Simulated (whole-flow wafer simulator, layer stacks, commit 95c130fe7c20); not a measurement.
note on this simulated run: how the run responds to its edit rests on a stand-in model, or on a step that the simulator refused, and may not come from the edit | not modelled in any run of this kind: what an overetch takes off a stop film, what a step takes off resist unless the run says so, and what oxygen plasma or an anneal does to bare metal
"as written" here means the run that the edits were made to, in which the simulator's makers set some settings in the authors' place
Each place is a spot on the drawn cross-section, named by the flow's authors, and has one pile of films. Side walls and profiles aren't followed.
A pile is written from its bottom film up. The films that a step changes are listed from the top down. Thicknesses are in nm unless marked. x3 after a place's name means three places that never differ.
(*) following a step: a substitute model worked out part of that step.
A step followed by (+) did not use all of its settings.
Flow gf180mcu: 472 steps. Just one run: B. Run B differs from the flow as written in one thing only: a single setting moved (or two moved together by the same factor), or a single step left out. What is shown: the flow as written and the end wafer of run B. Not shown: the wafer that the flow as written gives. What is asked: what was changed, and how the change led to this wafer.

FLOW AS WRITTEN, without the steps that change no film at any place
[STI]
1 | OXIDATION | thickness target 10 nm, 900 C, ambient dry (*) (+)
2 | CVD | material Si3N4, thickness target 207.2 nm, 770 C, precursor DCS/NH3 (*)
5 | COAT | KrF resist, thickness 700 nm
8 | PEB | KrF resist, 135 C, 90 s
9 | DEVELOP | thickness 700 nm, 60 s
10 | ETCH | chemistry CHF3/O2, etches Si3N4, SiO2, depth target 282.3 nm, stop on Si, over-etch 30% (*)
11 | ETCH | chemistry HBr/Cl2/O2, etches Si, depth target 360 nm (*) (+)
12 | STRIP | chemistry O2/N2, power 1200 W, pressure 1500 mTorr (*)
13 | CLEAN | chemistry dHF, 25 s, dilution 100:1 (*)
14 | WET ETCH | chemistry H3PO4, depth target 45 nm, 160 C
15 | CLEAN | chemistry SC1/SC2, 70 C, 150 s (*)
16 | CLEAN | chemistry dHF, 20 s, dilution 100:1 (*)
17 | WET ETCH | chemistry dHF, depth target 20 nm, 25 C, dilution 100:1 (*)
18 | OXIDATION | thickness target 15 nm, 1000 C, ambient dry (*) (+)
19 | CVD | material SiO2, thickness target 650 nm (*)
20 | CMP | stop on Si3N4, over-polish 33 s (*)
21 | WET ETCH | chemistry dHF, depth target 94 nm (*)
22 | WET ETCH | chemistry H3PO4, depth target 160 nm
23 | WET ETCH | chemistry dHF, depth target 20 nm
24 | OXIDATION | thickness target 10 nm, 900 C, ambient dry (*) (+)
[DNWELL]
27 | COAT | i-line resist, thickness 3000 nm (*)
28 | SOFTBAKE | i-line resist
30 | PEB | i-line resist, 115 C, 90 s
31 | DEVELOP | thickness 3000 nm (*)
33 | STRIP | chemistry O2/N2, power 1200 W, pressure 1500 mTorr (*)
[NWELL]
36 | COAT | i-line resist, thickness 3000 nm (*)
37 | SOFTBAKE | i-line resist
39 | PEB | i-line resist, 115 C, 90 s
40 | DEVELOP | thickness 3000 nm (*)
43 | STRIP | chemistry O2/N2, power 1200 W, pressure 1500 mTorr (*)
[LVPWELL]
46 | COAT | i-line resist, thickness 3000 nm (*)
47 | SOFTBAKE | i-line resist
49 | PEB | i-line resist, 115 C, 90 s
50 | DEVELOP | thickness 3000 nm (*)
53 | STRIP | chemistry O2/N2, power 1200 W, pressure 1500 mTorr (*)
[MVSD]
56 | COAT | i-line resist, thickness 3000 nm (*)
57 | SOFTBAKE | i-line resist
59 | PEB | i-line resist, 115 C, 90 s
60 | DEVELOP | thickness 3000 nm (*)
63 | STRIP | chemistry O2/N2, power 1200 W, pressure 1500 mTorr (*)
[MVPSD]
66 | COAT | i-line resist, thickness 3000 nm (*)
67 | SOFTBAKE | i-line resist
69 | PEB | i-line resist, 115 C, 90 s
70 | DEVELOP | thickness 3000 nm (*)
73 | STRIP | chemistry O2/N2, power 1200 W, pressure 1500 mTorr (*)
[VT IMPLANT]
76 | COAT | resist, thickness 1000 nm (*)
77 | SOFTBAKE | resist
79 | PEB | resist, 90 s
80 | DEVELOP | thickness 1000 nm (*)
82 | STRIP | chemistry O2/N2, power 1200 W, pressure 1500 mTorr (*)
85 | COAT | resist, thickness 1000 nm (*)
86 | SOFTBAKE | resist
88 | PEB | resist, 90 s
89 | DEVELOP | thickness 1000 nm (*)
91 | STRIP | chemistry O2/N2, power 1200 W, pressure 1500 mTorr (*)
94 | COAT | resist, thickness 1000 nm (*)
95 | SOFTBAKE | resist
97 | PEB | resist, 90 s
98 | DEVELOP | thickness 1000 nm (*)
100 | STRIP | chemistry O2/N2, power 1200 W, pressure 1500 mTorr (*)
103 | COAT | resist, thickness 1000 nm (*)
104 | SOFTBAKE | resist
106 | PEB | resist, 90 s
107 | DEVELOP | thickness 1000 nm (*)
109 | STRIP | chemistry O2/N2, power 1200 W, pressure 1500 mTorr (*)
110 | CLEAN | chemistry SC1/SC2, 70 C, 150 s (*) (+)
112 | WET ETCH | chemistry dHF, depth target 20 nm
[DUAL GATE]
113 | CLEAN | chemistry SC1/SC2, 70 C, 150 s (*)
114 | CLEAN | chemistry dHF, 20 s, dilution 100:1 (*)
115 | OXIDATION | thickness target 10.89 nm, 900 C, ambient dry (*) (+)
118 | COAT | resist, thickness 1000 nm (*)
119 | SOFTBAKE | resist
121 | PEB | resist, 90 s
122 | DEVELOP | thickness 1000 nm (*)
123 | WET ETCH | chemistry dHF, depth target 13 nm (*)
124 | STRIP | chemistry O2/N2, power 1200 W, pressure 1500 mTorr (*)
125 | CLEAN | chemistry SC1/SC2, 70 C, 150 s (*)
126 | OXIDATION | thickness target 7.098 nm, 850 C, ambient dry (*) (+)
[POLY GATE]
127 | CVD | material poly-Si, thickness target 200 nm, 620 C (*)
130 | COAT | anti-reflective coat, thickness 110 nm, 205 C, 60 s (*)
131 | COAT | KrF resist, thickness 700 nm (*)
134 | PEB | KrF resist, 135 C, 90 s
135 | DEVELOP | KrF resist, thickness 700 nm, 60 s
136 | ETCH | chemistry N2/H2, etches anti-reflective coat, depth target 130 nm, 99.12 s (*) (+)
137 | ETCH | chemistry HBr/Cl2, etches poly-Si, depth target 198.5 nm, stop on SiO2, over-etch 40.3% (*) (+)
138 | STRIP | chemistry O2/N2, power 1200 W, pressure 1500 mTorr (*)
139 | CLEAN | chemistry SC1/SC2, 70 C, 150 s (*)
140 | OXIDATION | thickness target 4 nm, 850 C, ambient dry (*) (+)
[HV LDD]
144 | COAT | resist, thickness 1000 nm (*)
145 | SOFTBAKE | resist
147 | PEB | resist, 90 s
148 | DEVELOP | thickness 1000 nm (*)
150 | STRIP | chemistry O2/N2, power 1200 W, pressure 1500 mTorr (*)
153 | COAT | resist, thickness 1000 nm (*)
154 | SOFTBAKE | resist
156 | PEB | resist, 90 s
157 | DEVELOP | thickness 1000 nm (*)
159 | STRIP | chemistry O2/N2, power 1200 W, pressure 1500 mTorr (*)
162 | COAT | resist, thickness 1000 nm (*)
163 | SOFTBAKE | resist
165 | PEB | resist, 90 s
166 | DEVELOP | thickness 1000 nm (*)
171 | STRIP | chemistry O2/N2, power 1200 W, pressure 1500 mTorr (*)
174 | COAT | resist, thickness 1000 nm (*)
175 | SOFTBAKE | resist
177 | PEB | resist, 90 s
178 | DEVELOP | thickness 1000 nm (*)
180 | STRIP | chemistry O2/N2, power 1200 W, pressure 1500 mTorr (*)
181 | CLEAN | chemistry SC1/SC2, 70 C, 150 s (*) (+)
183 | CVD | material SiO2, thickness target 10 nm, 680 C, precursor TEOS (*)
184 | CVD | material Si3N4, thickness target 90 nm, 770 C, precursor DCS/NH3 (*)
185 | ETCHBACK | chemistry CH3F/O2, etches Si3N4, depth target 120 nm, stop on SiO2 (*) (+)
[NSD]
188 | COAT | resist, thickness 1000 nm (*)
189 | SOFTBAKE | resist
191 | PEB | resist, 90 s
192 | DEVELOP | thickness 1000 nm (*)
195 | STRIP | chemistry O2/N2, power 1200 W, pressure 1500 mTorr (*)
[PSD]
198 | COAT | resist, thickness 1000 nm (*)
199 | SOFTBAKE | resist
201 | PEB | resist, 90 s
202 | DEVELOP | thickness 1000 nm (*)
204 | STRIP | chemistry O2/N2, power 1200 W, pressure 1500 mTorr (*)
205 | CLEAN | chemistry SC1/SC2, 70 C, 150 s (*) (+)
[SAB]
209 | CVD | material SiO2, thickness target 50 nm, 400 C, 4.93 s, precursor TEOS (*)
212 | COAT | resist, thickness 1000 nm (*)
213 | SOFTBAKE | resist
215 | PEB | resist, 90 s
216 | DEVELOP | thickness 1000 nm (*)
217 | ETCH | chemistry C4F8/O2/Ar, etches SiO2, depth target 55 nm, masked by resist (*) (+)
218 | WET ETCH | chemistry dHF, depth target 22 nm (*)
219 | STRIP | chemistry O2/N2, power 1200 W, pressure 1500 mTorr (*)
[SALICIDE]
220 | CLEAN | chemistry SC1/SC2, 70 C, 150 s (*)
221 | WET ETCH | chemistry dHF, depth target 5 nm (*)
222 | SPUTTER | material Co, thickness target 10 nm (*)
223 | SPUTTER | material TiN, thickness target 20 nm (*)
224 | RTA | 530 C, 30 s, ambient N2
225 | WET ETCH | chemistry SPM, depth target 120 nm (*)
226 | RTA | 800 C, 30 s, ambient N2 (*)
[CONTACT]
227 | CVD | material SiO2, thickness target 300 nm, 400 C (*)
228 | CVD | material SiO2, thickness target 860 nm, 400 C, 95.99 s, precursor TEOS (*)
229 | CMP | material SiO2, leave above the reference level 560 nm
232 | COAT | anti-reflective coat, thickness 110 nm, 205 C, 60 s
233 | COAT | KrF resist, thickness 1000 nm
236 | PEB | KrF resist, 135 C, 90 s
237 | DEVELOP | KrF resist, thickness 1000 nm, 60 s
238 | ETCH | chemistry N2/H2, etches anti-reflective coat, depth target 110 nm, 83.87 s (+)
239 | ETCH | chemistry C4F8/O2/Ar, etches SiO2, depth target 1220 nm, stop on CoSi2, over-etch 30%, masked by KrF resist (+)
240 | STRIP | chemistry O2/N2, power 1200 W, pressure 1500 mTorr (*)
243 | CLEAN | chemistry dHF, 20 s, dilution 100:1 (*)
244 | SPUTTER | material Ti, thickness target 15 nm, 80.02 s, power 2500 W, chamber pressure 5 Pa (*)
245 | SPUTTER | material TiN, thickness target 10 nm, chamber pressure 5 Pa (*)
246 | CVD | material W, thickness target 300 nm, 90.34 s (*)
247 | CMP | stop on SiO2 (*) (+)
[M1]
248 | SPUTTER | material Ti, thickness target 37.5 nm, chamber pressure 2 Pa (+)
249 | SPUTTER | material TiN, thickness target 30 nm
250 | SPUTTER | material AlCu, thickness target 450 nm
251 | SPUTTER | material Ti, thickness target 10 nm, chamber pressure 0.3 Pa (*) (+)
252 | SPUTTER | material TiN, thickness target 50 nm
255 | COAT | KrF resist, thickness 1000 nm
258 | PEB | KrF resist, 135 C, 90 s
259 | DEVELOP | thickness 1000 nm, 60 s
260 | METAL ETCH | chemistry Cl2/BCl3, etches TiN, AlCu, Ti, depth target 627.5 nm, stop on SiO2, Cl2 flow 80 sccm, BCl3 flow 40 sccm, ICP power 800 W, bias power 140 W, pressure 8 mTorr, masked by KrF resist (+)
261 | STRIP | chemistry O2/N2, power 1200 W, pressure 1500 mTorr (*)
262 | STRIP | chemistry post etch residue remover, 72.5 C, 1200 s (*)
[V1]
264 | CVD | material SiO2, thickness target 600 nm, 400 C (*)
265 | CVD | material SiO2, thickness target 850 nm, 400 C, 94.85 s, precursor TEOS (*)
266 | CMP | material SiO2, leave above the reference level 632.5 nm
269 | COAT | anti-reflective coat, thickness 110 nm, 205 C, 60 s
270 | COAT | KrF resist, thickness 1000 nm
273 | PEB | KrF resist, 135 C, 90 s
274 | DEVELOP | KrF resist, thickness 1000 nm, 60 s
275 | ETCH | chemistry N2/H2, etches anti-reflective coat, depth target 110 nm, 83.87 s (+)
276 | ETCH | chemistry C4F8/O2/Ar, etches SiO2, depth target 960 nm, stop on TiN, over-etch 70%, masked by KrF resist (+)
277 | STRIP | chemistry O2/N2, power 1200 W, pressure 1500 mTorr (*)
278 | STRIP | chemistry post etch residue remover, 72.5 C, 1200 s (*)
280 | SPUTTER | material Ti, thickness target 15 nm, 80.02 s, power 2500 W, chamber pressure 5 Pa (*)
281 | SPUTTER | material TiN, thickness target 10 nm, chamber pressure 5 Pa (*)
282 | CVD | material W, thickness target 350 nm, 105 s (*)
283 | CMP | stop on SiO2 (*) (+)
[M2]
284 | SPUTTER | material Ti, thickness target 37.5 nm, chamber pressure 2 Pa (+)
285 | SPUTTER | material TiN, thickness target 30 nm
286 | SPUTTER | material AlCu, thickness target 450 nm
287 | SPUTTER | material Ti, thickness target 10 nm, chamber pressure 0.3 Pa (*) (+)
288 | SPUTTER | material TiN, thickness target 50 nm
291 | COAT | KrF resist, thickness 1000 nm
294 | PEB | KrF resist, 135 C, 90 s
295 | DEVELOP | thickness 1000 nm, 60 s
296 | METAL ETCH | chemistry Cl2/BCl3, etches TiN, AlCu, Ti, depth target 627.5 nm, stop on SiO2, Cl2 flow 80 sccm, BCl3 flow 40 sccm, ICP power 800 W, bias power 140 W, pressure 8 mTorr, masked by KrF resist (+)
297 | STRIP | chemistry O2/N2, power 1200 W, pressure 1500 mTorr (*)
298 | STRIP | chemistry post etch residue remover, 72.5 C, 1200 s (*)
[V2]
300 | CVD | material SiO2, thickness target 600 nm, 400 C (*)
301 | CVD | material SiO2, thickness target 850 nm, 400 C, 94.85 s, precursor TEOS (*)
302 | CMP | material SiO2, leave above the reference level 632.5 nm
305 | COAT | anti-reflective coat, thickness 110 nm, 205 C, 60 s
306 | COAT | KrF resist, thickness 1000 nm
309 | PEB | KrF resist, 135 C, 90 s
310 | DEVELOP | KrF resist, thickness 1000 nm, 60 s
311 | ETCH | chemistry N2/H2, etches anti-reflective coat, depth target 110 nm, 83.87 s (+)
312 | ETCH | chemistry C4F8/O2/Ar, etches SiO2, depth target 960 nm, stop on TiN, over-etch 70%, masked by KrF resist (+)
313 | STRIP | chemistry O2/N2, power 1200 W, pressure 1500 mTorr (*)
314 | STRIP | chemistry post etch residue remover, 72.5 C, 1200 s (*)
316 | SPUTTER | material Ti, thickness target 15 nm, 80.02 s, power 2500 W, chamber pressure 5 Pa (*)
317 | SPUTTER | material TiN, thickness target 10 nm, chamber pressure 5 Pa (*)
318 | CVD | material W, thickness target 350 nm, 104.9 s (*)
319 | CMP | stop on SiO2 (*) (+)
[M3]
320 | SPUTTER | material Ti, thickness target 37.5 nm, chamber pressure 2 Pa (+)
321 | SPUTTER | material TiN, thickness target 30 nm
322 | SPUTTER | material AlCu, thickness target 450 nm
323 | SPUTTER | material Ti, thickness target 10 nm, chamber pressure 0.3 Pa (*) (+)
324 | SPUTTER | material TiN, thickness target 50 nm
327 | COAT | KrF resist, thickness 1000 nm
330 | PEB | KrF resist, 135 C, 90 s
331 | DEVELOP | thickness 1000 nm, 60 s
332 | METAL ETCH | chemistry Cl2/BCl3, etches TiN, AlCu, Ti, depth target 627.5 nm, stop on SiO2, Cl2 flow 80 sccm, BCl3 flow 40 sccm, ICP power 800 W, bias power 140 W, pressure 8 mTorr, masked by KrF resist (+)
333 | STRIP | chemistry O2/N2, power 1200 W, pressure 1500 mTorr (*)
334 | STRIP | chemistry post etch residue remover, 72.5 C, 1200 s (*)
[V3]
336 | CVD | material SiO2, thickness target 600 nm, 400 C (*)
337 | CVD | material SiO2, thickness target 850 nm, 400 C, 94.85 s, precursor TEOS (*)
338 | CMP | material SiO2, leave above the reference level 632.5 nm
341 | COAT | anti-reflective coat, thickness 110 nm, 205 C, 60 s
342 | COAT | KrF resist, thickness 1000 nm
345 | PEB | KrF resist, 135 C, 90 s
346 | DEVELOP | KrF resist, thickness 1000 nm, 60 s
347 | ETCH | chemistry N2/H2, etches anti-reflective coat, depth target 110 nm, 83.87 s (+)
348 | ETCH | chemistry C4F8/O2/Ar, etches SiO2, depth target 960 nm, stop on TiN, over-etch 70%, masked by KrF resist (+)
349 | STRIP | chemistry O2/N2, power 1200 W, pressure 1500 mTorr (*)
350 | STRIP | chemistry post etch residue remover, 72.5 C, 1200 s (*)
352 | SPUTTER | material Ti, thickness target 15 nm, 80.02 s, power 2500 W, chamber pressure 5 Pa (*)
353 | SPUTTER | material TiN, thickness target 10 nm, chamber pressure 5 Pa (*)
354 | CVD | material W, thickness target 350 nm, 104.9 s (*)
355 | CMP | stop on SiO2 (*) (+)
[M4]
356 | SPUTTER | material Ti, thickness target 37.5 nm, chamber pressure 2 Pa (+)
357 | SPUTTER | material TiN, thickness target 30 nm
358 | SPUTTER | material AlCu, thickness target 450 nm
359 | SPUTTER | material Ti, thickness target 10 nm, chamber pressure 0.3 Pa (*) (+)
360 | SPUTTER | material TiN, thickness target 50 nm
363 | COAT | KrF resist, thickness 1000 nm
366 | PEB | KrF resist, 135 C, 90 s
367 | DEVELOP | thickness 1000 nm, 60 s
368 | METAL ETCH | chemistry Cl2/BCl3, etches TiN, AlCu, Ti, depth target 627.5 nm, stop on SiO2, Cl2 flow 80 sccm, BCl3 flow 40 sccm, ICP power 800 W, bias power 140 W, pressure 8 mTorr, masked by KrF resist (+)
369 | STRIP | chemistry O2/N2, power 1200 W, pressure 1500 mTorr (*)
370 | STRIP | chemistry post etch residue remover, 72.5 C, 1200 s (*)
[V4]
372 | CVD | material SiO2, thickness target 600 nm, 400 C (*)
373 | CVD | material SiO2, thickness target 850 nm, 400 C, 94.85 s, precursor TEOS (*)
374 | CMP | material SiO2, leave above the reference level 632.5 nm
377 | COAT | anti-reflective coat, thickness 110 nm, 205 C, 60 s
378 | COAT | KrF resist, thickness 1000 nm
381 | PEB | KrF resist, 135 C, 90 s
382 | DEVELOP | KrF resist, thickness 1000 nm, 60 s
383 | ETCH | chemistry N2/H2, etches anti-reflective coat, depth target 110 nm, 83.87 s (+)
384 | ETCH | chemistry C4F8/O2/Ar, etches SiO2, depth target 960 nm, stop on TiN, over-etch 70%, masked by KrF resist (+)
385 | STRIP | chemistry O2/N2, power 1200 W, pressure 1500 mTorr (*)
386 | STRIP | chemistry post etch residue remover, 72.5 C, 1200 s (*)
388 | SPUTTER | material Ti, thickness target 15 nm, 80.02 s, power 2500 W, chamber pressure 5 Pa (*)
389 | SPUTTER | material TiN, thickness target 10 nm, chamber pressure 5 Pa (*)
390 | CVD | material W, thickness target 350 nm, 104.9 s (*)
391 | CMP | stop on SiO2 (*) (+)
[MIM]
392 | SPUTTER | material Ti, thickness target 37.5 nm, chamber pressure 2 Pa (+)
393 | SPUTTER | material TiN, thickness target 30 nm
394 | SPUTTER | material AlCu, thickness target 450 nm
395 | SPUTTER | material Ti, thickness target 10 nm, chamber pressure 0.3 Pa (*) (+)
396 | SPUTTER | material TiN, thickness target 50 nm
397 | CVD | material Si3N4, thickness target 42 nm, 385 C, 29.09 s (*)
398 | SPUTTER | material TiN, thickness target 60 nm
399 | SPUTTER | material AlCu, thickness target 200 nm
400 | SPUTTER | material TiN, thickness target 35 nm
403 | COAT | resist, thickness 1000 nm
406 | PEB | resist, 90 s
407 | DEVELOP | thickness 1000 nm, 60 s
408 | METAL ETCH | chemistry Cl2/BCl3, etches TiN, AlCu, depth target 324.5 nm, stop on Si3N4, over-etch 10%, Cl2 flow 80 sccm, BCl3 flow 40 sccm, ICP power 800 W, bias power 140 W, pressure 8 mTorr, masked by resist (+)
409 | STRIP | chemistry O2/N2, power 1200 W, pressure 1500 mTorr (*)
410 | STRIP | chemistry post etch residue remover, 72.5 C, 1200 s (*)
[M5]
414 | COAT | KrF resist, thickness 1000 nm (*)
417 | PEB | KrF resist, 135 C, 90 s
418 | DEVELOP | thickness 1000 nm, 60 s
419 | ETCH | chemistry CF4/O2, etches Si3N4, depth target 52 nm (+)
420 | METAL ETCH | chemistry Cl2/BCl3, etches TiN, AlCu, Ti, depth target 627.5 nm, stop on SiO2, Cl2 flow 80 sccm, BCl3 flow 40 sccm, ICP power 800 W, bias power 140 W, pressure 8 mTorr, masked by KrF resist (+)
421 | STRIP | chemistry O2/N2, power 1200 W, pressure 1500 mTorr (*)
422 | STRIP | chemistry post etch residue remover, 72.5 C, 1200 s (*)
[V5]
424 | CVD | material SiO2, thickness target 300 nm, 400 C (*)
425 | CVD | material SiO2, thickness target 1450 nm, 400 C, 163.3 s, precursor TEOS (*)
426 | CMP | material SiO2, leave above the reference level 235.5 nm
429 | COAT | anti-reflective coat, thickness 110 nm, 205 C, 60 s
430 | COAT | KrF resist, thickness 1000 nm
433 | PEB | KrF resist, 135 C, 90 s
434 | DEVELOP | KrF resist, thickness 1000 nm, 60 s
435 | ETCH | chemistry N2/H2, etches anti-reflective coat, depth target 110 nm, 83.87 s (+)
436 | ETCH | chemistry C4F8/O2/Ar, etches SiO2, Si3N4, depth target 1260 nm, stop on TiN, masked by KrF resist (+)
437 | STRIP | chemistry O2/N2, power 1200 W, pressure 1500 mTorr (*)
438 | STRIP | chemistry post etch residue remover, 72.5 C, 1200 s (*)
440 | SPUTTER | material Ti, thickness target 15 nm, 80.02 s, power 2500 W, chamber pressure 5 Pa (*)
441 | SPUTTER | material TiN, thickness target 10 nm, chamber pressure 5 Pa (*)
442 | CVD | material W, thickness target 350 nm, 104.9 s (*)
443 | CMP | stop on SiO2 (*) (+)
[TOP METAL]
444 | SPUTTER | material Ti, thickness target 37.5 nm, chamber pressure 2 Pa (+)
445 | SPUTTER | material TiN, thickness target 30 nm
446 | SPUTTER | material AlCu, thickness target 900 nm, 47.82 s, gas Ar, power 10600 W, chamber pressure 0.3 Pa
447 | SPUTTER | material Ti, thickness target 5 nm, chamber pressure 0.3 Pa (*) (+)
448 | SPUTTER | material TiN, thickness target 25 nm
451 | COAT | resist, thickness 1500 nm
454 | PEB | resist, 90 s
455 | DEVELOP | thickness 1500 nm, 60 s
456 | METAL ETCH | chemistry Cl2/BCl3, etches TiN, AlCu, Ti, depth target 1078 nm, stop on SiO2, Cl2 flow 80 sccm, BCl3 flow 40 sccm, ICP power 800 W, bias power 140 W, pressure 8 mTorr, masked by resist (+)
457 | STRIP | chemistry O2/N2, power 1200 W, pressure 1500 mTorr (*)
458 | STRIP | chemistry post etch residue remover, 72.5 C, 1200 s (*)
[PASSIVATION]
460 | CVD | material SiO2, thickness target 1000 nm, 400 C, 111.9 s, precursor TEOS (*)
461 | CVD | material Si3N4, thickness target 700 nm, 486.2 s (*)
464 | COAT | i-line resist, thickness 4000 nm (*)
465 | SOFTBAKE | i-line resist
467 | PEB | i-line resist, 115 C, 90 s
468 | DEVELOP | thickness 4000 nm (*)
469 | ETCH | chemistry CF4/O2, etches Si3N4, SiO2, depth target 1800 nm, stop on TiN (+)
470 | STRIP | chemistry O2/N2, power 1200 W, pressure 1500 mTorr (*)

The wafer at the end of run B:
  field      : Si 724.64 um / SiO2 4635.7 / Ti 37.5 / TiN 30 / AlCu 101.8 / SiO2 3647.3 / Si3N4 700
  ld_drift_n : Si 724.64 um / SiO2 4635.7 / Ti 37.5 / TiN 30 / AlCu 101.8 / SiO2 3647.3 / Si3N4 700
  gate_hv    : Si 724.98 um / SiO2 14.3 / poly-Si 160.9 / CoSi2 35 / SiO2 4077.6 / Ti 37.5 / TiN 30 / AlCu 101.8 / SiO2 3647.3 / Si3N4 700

Cause: step 358, SPUTTER: thickness target 675 nm was run, whereas the flow has thickness target 450 nm.

How this came from the change, step by step:
  358 | SPUTTER | material AlCu, thickness target 450 nm
      field, field__w1, field__w2 and 108 more: AlCu gains 675 (new film) (as written it would have been: AlCu gains 450 (new film))
  368 | METAL ETCH | chemistry Cl2/BCl3, etches TiN, AlCu, Ti, depth target 627.5 nm, stop on SiO2, Cl2 flow 80 sccm, BCl3 flow 40 sccm, ICP power 800 W, bias power 140 W, pressure 8 mTorr, masked by KrF resist (+)
      field, field__w1, field__w2 and 103 more: TiN loses 50 (all of it), Ti loses 10 (all of it), AlCu loses 567.5 (as written it would have been: TiN loses 50 (all of it), Ti loses 10 (all of it), AlCu loses 450 (all of it), TiN loses 30 (all of it), Ti loses 37.5 (all of it))
  370 | STRIP | chemistry post etch residue remover, 72.5 C, 1200 s (*)
      field, field__w1, field__w2 and 103 more: AlCu loses 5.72 (as written it would have been: nothing)
  372 | CVD | material SiO2, thickness target 600 nm, 400 C (*)
      field, field__w1, field__w2 and 103 more: SiO2 gains 600 (new film) (as written it would have been: SiO2 gains 600)
  374 | CMP | material SiO2, leave above the reference level 632.5 nm
      field, field__w1, field__w2 and 103 more: SiO2 loses 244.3 (as written it would have been: SiO2 loses 300)
Taking metal films that touch as one body, field has 1 body; the flow as written gives 0 bodies.
Taking metal films that touch as one body, ld_drift_n has 1 body; the flow as written gives 0 bodies.
Taking metal films that touch as one body, gate_hv has 2 bodies (between them, from the top down: SiO2 4077.6); the flow as written gives 1 body.
